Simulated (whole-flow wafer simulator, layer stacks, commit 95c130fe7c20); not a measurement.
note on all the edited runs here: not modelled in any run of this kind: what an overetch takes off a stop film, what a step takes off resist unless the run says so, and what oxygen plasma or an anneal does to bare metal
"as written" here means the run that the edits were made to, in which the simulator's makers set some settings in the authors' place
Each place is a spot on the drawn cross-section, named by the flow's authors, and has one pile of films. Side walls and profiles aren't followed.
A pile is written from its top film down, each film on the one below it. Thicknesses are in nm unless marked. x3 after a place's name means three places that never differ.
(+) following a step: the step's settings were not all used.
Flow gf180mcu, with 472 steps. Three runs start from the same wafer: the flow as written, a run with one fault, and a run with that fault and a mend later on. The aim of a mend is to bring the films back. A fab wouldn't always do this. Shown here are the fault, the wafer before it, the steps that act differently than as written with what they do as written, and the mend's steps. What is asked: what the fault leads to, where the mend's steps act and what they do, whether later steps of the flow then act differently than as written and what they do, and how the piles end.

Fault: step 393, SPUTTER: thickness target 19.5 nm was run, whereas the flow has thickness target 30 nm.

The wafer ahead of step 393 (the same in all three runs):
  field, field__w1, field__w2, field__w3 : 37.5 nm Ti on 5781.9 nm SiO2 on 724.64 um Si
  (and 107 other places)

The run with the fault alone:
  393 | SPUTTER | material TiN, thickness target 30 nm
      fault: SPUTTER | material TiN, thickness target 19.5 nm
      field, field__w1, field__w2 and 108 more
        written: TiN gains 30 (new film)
        fault: TiN gains 19.5 (new film)
  Steps later in the flow that act otherwise than as written (1 other step is not shown; it differs only slightly, by no more than 2% or 0.5 nm, whichever is larger):
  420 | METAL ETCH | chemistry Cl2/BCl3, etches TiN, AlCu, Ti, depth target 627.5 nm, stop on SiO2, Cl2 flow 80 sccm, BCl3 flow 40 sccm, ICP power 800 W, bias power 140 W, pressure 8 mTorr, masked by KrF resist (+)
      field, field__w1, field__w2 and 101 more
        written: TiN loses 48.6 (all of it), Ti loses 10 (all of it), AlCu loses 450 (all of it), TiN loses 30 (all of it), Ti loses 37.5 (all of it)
        fault: TiN loses 48.6 (all of it), Ti loses 10 (all of it), AlCu loses 450 (all of it), TiN loses 19.5 (all of it), Ti loses 37.5 (all of it)
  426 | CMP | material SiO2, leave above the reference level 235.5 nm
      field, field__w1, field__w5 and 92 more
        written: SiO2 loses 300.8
        fault: SiO2 loses 311.3
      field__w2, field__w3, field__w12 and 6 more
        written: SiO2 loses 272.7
        fault: SiO2 loses 283.6
  By the end, the piles at field__w4, field__w8, contact, m1, m1__w1, mim, mim_1p0, m1_nw depart from the flow's by more than 2% or 0.5 nm, whichever is larger.
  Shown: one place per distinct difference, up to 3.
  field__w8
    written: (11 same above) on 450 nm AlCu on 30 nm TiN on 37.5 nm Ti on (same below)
    fault: (11 same above) on 450 nm AlCu on 19.5 nm TiN on 37.5 nm Ti on (same below)
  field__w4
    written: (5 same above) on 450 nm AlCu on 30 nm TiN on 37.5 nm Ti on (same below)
    fault: (5 same above) on 450 nm AlCu on 19.5 nm TiN on 37.5 nm Ti on (same below)
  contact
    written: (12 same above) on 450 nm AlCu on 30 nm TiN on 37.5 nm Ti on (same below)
    fault: (12 same above) on 450 nm AlCu on 19.5 nm TiN on 37.5 nm Ti on (same below)

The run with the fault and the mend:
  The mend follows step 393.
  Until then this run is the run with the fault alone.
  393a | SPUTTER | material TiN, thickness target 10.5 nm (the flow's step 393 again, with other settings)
      field, field__w1, field__w2 and 108 more
        TiN gains 10.5
  None of the later steps of the flow acts differently than as written at any place that is followed.
  By the end, the piles equal the flow's at every place that both follow.
